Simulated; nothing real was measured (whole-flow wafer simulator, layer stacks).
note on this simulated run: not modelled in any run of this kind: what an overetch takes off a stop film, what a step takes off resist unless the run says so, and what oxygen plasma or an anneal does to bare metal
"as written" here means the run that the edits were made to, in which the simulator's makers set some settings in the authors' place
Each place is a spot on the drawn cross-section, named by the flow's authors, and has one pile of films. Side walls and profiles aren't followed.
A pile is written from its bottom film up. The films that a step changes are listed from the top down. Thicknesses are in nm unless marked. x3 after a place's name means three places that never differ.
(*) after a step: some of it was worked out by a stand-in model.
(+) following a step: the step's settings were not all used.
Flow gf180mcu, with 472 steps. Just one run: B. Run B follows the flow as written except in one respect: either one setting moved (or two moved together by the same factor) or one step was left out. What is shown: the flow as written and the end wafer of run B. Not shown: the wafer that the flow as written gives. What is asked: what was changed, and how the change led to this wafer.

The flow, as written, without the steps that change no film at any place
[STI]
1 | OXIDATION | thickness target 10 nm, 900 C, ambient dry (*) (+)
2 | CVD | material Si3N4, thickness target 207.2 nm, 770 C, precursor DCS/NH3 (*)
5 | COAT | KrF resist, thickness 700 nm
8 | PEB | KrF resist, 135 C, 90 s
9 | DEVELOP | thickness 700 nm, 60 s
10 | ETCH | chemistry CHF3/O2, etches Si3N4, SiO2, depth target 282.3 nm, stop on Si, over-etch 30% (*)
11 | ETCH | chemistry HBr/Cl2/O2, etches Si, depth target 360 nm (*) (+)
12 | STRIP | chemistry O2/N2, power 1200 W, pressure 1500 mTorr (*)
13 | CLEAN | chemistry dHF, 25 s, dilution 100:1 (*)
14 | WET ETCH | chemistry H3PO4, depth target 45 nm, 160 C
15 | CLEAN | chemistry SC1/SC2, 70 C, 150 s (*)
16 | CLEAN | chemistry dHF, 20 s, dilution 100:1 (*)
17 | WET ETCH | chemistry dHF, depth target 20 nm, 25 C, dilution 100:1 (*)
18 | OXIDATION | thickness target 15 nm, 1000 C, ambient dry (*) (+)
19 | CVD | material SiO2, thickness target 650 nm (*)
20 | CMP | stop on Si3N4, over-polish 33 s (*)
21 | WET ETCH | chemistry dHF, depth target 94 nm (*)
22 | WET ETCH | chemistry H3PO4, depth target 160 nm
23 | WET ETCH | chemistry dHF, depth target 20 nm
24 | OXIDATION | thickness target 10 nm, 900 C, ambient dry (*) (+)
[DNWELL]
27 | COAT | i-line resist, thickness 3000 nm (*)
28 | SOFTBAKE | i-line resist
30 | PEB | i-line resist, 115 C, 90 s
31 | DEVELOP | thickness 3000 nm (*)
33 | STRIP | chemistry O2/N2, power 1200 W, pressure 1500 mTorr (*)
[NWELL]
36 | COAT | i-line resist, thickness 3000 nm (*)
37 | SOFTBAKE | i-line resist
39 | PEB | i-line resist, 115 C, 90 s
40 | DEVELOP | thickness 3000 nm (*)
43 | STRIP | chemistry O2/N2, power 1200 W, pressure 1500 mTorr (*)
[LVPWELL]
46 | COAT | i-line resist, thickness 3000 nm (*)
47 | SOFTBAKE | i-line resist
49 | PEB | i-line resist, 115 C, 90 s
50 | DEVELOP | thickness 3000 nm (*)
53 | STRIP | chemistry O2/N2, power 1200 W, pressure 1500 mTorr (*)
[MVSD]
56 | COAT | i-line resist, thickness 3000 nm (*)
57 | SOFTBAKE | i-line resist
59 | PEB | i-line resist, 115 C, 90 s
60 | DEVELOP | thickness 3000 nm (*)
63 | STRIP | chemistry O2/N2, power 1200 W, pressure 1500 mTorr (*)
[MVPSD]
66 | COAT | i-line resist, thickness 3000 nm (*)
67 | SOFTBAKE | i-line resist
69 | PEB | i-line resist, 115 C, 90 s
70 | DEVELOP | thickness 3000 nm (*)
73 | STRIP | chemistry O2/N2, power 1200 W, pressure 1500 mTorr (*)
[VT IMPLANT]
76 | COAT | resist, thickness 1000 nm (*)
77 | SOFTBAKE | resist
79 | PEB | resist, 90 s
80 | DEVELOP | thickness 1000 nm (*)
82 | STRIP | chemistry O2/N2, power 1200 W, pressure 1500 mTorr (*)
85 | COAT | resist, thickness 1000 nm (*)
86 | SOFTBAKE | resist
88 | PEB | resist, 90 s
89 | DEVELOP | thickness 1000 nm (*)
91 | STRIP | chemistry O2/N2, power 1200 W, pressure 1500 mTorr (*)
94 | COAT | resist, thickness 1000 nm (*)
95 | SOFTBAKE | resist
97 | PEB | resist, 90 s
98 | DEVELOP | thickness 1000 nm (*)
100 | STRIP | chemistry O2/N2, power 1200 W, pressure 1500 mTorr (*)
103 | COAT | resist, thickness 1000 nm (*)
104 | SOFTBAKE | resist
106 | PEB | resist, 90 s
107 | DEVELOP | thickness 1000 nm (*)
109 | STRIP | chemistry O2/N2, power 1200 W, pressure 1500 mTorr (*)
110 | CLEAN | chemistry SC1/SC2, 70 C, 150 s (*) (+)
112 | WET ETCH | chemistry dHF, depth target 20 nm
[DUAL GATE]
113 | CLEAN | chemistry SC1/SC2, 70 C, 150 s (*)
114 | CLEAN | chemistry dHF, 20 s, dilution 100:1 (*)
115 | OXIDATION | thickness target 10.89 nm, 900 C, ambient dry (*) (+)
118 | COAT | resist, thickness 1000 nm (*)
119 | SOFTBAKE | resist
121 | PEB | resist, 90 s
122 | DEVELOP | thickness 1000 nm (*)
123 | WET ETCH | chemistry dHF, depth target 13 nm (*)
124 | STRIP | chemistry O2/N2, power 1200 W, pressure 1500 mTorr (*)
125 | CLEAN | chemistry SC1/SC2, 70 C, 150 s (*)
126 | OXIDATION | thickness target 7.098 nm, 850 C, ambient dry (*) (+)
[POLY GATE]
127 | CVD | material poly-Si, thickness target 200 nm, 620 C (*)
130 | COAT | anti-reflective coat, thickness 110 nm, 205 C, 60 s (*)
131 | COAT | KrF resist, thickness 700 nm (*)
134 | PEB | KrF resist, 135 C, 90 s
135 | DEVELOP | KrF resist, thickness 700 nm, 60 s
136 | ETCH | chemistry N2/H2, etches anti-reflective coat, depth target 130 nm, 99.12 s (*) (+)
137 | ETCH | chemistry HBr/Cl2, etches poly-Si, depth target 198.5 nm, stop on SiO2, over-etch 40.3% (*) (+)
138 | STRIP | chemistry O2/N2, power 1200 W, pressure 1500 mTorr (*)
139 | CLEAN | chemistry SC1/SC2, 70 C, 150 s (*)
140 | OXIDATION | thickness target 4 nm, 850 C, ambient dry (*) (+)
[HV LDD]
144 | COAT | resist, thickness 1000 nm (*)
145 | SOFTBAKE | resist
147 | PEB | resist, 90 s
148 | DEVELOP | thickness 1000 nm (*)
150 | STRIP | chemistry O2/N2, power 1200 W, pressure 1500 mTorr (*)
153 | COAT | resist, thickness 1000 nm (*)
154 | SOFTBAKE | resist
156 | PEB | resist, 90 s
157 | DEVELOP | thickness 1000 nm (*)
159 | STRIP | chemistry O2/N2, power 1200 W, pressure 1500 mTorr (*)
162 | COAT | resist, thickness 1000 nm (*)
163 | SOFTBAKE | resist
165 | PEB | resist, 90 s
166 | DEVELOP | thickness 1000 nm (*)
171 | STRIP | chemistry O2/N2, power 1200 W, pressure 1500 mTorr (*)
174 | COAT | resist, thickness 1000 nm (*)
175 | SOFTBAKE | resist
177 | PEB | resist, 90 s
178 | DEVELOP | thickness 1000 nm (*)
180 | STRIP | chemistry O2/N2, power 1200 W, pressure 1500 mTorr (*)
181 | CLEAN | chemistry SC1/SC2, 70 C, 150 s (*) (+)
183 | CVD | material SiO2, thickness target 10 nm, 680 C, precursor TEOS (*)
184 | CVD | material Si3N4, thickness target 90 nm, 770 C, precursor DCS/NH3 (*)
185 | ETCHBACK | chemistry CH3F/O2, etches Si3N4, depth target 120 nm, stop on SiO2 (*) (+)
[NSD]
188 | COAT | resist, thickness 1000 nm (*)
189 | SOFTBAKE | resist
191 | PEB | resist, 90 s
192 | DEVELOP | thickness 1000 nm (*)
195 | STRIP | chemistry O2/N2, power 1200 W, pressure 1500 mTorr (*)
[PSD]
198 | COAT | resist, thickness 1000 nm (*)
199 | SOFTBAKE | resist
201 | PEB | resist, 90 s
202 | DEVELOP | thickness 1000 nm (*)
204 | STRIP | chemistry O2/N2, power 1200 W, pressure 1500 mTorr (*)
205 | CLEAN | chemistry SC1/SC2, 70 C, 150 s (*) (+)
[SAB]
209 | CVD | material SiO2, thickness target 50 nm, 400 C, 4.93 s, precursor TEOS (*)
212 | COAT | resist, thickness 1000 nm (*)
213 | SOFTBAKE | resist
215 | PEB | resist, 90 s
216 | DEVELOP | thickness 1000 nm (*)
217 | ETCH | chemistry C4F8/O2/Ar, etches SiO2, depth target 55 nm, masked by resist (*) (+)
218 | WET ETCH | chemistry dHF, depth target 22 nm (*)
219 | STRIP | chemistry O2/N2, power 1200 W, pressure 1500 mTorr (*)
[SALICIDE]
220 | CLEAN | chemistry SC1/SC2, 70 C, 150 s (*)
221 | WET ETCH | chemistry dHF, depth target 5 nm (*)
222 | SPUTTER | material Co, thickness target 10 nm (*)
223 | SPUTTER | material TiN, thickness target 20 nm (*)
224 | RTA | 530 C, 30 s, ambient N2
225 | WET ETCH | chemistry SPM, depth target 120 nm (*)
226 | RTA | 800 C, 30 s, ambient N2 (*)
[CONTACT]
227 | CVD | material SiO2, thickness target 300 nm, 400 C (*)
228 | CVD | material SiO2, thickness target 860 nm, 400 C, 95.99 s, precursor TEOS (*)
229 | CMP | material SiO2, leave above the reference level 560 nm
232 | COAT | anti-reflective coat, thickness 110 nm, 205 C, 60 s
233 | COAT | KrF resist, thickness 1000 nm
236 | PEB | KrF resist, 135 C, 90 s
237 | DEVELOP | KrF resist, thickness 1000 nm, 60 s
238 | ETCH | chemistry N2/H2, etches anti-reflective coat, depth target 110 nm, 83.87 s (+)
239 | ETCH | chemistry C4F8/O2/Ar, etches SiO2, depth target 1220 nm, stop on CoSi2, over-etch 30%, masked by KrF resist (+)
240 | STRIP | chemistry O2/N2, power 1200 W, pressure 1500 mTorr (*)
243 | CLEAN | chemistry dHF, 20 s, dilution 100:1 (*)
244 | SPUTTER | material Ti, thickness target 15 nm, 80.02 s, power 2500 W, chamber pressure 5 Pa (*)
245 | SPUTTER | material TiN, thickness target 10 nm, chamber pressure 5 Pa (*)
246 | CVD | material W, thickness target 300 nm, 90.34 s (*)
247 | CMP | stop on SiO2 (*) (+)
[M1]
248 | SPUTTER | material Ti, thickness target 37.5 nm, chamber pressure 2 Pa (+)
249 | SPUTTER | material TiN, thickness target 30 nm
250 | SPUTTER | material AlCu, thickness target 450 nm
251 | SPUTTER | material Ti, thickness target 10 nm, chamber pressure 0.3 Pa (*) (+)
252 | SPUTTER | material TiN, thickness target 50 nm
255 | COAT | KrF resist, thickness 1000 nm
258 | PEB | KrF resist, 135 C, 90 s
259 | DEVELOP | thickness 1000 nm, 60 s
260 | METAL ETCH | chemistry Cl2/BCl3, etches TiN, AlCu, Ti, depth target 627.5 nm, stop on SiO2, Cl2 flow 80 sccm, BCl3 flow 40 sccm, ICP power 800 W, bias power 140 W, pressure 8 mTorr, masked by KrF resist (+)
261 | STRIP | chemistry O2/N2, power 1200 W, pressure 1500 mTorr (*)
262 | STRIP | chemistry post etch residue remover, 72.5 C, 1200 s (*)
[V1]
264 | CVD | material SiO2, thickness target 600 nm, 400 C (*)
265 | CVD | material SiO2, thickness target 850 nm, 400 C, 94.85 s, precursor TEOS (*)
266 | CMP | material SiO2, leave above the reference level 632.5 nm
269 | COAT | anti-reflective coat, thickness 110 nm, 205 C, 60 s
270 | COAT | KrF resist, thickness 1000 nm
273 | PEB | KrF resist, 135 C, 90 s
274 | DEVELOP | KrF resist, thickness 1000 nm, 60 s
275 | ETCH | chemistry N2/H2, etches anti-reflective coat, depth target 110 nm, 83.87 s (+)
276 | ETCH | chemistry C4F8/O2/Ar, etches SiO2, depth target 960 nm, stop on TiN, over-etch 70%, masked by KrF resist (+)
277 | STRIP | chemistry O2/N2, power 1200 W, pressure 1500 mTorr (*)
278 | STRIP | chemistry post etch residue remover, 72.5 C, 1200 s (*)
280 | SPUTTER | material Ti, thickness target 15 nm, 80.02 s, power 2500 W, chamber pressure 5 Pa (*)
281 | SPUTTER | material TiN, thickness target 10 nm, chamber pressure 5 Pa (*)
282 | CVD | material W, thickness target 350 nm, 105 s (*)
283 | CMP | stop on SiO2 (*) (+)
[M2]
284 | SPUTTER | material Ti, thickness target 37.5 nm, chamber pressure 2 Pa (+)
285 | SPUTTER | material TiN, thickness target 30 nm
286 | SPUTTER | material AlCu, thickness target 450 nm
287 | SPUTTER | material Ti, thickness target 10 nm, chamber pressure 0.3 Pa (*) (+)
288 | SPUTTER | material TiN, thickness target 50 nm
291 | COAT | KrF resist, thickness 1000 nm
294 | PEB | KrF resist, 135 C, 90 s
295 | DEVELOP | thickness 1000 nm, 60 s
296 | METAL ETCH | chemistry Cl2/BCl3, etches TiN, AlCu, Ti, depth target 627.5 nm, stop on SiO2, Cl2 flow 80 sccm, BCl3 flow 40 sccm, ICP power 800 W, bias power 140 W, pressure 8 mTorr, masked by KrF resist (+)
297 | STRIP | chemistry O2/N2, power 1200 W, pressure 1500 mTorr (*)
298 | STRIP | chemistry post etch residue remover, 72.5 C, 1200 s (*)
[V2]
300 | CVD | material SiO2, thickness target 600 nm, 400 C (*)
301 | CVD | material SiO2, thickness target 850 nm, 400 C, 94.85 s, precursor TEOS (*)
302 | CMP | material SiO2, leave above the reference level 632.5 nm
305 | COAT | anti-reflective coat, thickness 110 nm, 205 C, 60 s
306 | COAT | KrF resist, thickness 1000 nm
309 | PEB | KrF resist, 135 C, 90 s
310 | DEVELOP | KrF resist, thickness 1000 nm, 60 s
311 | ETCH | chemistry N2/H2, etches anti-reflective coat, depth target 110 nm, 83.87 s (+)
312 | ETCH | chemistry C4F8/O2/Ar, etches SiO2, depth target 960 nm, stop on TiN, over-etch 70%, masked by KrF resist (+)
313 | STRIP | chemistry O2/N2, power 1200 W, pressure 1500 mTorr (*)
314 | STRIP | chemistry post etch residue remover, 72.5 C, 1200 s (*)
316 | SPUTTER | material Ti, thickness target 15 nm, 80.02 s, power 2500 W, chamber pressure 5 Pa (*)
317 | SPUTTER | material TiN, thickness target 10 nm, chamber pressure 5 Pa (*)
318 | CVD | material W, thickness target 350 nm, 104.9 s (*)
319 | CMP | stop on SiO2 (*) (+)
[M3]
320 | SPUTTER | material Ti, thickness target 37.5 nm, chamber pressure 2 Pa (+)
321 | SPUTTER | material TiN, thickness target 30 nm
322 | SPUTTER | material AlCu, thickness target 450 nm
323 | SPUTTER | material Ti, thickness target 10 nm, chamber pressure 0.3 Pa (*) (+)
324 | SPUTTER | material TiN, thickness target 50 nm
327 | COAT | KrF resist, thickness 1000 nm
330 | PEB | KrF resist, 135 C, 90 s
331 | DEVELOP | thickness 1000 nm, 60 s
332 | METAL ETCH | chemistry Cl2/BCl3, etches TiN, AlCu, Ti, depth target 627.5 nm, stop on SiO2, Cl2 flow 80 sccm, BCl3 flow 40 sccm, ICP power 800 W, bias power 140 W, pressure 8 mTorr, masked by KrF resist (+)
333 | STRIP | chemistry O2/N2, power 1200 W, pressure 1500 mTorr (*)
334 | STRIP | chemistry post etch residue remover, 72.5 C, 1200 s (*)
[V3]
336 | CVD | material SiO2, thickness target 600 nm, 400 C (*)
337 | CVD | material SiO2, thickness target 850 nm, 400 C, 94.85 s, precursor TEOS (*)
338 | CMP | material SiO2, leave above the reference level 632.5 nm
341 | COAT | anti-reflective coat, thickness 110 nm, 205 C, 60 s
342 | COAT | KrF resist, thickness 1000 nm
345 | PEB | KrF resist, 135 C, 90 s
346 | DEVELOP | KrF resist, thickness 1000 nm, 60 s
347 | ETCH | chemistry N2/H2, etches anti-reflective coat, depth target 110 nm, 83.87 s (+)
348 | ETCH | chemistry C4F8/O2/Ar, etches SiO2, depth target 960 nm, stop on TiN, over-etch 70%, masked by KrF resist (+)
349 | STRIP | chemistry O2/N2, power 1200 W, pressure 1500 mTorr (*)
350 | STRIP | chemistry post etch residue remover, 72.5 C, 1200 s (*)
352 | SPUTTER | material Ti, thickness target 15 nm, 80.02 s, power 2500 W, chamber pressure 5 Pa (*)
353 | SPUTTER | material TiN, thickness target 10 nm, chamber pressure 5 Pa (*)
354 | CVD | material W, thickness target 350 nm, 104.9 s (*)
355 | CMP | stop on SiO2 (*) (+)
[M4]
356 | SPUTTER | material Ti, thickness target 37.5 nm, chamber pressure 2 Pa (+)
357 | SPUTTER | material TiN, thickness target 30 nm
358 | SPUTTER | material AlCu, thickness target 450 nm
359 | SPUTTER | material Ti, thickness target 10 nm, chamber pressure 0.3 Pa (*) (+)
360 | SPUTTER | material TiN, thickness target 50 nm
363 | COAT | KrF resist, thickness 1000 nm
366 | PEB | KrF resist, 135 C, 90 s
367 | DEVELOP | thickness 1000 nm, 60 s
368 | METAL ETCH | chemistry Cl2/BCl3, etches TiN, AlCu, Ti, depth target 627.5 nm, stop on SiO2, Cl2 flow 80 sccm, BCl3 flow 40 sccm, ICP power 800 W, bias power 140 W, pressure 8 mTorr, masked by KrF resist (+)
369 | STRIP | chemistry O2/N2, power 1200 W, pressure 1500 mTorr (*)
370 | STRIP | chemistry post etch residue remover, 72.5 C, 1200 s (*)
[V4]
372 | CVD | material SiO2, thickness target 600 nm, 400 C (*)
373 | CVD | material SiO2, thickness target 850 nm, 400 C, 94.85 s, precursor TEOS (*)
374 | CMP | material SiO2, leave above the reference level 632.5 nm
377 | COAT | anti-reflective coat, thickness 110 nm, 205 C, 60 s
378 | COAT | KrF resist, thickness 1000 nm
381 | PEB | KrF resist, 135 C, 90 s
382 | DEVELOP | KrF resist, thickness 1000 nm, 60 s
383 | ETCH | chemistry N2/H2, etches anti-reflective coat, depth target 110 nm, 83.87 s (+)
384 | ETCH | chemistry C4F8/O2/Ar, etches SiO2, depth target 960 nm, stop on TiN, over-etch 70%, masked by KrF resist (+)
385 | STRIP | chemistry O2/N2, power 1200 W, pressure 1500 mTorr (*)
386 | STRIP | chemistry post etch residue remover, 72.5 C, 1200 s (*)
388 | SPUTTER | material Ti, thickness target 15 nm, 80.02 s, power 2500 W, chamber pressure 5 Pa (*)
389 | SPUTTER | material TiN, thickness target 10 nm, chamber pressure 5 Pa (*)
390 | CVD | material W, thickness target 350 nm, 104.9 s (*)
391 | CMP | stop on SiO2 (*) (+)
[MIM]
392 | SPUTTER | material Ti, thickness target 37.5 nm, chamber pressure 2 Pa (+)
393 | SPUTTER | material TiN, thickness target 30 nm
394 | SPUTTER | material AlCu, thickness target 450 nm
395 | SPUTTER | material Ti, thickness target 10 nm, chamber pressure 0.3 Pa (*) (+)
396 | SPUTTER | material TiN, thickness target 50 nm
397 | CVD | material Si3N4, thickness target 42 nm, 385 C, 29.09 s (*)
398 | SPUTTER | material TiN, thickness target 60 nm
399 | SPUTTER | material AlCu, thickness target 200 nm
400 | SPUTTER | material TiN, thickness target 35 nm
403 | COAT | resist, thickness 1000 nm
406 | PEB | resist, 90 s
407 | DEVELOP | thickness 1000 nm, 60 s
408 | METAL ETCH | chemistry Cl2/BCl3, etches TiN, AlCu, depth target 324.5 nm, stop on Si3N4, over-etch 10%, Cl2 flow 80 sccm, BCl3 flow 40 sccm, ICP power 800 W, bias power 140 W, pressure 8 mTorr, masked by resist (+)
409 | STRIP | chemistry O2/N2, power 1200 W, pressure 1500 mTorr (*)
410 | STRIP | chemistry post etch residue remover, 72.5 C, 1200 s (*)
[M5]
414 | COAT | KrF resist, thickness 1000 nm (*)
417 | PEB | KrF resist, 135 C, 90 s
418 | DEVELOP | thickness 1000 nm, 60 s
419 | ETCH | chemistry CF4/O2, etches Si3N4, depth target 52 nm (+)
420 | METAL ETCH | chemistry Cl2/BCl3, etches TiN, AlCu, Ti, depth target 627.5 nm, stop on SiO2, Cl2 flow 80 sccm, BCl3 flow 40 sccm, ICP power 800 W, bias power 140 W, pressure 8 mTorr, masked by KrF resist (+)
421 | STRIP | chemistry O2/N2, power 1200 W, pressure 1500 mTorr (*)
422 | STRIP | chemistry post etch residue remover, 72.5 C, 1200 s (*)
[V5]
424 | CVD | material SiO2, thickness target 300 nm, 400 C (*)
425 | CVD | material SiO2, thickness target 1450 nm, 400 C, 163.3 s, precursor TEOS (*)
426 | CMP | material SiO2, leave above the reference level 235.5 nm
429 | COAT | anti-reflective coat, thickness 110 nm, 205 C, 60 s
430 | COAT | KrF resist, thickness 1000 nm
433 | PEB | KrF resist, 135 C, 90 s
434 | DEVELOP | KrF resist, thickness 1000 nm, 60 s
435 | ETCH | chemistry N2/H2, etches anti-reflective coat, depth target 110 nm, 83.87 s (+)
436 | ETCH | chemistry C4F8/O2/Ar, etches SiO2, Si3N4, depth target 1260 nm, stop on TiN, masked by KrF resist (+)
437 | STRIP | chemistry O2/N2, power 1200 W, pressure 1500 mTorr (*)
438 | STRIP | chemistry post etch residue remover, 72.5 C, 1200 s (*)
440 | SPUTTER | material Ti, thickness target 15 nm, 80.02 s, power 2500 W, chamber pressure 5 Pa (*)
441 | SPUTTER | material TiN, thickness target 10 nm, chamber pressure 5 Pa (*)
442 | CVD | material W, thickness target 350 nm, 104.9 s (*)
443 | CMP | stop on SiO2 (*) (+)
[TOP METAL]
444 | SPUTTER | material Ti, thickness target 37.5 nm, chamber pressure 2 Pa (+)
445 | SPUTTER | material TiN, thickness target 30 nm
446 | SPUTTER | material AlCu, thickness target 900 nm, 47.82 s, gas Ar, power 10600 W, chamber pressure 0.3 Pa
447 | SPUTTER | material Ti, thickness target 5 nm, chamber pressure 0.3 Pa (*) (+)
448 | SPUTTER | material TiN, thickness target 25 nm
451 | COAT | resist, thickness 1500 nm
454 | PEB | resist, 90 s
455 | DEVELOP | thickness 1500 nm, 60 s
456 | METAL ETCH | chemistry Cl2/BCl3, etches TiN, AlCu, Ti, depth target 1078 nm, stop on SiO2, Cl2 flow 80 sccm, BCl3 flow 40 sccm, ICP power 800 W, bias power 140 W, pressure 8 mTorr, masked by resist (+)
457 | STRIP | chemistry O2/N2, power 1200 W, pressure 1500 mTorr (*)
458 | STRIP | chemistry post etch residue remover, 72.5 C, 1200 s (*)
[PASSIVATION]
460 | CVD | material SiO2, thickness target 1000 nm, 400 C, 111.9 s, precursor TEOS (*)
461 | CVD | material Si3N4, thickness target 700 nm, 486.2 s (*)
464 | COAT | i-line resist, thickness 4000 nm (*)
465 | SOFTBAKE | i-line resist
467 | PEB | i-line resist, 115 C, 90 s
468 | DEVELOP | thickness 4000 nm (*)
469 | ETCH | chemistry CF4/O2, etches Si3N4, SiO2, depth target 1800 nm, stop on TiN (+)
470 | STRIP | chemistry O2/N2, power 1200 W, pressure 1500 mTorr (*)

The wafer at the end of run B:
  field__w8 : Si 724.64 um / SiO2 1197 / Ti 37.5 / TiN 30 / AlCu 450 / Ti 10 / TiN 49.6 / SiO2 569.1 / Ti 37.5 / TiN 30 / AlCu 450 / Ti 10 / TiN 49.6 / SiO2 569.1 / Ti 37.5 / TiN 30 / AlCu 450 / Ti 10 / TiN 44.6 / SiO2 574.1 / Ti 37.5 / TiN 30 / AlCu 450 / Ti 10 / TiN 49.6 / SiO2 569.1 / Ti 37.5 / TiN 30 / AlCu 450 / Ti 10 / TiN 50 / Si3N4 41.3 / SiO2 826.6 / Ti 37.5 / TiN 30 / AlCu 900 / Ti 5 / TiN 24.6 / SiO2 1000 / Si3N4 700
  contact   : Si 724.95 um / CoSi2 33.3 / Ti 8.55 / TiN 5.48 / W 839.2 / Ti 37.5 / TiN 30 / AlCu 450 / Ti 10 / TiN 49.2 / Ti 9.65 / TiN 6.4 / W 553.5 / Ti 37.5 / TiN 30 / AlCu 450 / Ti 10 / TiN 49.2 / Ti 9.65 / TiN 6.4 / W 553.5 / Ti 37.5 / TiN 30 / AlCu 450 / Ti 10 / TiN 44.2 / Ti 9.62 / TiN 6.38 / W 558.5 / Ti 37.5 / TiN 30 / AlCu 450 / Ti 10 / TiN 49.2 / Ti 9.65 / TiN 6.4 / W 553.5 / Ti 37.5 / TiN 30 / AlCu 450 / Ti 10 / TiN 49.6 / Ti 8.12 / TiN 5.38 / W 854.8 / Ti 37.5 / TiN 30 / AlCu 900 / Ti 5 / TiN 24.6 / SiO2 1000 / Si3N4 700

Cause: step 324, SPUTTER: thickness target 45 nm was run, while the flow as written has thickness target 50 nm.

The path from the change to this, step by step:
  324 | SPUTTER | material TiN, thickness target 50 nm
      field, field__w1, field__w2 and 108 more: TiN gains 45 (new film) (as written it would have been: TiN gains 50 (new film))
  332 | METAL ETCH | chemistry Cl2/BCl3, etches TiN, AlCu, Ti, depth target 627.5 nm, stop on SiO2, Cl2 flow 80 sccm, BCl3 flow 40 sccm, ICP power 800 W, bias power 140 W, pressure 8 mTorr, masked by KrF resist (+)
      field, field__w1, field__w2 and 103 more: TiN loses 45 (all of it), Ti loses 10 (all of it), AlCu loses 450 (all of it), TiN loses 30 (all of it), Ti loses 37.5 (all of it) (as written it would have been: TiN loses 50 (all of it), Ti loses 10 (all of it), AlCu loses 450 (all of it), TiN loses 30 (all of it), Ti loses 37.5 (all of it))
